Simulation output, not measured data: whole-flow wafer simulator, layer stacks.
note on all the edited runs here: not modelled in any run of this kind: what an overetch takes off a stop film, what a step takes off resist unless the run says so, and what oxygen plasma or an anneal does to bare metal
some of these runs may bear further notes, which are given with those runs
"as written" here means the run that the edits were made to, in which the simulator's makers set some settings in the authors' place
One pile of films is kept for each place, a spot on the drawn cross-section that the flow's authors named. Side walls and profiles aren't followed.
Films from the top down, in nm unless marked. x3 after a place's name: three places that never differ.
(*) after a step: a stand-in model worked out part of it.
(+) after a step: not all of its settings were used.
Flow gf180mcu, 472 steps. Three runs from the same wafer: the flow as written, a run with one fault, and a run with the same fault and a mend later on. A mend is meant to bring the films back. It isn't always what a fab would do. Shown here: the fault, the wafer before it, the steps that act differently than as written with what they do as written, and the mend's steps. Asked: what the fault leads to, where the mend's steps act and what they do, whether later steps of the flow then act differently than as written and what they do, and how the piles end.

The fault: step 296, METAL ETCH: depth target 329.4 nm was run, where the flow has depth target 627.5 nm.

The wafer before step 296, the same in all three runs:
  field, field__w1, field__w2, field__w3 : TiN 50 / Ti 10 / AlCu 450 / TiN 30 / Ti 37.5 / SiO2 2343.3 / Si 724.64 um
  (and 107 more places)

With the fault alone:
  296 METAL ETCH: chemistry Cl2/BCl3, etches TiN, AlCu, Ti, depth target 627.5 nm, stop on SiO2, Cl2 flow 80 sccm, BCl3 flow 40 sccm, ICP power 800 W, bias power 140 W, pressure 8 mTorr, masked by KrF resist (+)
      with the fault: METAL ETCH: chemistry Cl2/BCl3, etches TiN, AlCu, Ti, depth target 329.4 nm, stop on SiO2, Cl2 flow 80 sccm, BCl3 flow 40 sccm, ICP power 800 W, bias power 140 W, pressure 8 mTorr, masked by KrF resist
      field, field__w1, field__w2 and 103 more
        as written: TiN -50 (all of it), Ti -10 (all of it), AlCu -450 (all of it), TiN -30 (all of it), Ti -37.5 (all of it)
        with the fault: TiN -50 (all of it), Ti -10 (all of it), AlCu -269.4
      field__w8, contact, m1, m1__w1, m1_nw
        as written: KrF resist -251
        with the fault: KrF resist -131.8
  Later steps of the flow that act differently than as written:
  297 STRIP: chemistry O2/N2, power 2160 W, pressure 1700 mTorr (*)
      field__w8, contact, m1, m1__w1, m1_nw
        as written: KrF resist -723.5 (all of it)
        with the fault: KrF resist -842.8 (all of it)
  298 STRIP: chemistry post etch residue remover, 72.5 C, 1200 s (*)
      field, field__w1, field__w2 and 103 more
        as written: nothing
        with the fault: AlCu -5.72
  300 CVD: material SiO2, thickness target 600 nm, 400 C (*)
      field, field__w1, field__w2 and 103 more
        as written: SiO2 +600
        with the fault: SiO2 +600 (new film)
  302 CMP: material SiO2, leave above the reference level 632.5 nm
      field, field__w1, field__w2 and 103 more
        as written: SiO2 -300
        with the fault: SiO2 -542.4
  At the end the piles differ from the flow's by more than 2% or 0.5 nm, whichever is larger, at field, field__w1, field__w2 and 104 more.
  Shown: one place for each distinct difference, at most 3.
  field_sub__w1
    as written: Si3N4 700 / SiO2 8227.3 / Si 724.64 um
    with the fault: Si3N4 700 / SiO2 5641.6 / AlCu 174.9 / TiN 30 / Ti 37.5 / SiO2 2343.2 / Si 724.64 um
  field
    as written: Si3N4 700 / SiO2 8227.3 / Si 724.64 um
    with the fault: Si3N4 700 / SiO2 5641.6 / AlCu 174.9 / TiN 30 / Ti 37.5 / SiO2 2343.3 / Si 724.64 um
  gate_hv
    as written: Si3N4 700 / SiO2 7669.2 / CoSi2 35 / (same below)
    with the fault: Si3N4 700 / SiO2 5641.6 / AlCu 174.9 / TiN 30 / Ti 37.5 / SiO2 1785.1 / CoSi2 35 / (same below)

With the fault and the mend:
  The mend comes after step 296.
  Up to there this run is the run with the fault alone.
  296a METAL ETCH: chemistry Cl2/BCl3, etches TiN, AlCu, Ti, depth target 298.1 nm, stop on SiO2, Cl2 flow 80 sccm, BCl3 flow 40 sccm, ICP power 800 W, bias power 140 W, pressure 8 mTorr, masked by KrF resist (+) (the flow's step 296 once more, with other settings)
      field, field__w1, field__w2 and 103 more
        AlCu -180.6 (all of it), TiN -30 (all of it), Ti -37.5 (all of it)
      field__w8, contact, m1, m1__w1, m1_nw
        KrF resist -119.2
  No later step of the flow acts differently than as written at any place that is followed.
  At the end the piles are the same as the flow's at every place that both follow.
